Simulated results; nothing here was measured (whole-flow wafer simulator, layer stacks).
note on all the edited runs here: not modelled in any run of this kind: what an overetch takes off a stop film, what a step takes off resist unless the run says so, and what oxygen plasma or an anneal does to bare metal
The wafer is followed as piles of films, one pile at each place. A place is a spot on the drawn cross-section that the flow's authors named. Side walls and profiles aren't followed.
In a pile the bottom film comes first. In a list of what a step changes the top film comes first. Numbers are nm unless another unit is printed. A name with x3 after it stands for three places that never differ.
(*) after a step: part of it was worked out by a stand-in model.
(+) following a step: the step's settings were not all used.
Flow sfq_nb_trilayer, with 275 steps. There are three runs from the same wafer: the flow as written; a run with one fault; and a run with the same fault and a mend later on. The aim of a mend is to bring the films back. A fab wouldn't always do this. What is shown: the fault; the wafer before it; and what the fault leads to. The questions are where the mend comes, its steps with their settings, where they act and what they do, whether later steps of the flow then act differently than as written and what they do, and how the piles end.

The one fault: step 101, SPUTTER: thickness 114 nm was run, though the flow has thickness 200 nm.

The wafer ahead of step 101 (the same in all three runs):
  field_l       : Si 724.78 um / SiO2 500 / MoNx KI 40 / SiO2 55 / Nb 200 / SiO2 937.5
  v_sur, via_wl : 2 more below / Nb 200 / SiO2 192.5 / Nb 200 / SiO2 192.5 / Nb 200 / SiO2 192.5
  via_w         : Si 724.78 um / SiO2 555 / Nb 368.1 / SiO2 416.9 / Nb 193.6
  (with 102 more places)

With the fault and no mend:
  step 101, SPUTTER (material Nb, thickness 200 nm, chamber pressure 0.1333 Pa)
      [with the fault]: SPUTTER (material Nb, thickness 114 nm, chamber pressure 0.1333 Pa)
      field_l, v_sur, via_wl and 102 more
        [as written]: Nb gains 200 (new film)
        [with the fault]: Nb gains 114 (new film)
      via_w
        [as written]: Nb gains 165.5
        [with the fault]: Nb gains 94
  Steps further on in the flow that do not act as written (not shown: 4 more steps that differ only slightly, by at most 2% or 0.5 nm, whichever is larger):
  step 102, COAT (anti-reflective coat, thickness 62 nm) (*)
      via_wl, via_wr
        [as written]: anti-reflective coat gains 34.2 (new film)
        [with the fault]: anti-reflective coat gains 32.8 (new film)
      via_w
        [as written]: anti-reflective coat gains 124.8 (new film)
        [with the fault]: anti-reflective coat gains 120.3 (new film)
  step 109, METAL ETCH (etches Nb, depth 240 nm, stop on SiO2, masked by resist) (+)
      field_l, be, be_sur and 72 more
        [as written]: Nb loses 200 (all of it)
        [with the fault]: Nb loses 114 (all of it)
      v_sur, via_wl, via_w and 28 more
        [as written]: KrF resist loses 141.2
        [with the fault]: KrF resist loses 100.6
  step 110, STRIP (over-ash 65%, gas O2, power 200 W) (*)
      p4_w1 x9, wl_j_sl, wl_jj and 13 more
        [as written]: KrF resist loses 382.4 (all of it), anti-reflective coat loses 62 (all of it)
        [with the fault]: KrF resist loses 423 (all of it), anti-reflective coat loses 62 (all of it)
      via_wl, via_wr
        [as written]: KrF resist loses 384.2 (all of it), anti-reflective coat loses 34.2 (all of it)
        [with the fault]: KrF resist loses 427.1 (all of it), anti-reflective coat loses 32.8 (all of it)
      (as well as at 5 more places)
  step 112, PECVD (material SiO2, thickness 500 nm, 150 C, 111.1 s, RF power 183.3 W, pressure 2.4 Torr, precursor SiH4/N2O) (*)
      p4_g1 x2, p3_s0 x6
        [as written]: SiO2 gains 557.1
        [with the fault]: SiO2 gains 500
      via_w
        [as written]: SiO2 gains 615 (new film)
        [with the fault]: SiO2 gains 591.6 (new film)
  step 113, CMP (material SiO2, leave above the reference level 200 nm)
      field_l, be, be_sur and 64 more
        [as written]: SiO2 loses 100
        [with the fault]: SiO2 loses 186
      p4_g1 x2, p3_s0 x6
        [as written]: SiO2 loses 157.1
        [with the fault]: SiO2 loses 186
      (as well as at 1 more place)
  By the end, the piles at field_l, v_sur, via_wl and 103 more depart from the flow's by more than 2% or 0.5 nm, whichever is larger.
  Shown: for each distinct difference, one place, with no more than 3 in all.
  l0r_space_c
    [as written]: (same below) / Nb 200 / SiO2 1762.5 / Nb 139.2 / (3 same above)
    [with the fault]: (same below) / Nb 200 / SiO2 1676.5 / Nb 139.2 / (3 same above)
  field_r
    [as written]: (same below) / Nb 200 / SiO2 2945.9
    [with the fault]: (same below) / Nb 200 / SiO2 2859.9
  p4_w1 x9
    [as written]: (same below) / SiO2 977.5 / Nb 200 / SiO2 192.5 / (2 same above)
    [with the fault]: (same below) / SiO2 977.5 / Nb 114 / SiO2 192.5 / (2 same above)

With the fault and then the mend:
  The mend follows step 107.
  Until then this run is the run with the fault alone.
  step 107a, STRIP (over-ash 65%, gas O2, power 200 W) (*)
      p4_fl x3, p4_g1 x2, p3_s0 x6 and 42 more
        anti-reflective coat loses 62 (all of it)
      p4_w1 x9, wl_j_sl, wl_jj and 13 more
        KrF resist loses 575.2 (all of it), anti-reflective coat loses 62 (all of it)
      r_sur, res, r_end and 9 more
        anti-reflective coat loses 61.8 (all of it)
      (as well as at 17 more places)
  step 107b, SPUTTER (material Nb, thickness 86 nm, chamber pressure 0.1333 Pa) (the flow's step 101 again, with other settings)
      field_l, v_sur, via_wl and 102 more
        Nb gains 86
      via_w
        Nb gains 69.1
  step 107c, COAT (anti-reflective coat, thickness 62 nm) (*) (the flow's step 102 again)
      p4_fl x3, p4_w1 x9, p4_g1 x2 and 63 more
        anti-reflective coat gains 62 (new film)
      r_sur, res, r_end and 9 more
        anti-reflective coat gains 61.8 (new film)
      jj_sur, ce_l, c5j, ce_r, sp_r, be_r
        anti-reflective coat gains 61.7 (new film)
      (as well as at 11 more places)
  step 107d, COAT (KrF resist, thickness 600 nm) (*) (the flow's step 103 again)
      p4_fl x3, p4_w1 x9, p4_g1 x2 and 63 more
        KrF resist gains 600 (new film)
      r_end, moat, field_r, lsp_l, lsp_r, l0_sur
        KrF resist gains 599.4 (new film)
      be_r, r_sur, res, l0v
        KrF resist gains 599.3 (new film)
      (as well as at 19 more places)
  step 107e, SOFTBAKE (KrF resist) (the flow's step 104 again)
      leaves every film unchanged at each place that is followed
  step 107f, EXPOSE (photomask M3, dose 12.11 mJ/cm2, NA 0.6, wavelength 248 nm) (*) (the flow's step 105 again)
      leaves every film unchanged at each place that is followed
  step 107g, PEB (KrF resist, 90 s) (the flow's step 106 again)
      wire, be, be_sur and 96 more
        KrF resist loses 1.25
      field_l, via_v
        KrF resist loses 1.24
      via_wl, via_wr
        KrF resist loses 1.26
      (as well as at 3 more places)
  step 107h, DEVELOP (KrF resist, thickness 600 nm, 60 s) (the flow's step 107 again)
      p4_fl x3, p4_g1 x2, p3_s0 x6 and 42 more
        KrF resist loses 598.7 (all of it)
      v_sur, via_wl, via_w and 28 more
        KrF resist loses 23.5
      field_r, lsp_l, ln_m5, lsp_m, ln_m6, lsp_r, l0_sur
        KrF resist loses 598.2 (all of it)
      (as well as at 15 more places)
  Every later step of the flow that is run acts as written, at every place that is followed, to within 2% or 0.5 nm, whichever is larger.
  When the end is reached, the piles differ only a little from the flow's at the places that both follow, at most by 2% or 0.5 nm, whichever is larger.
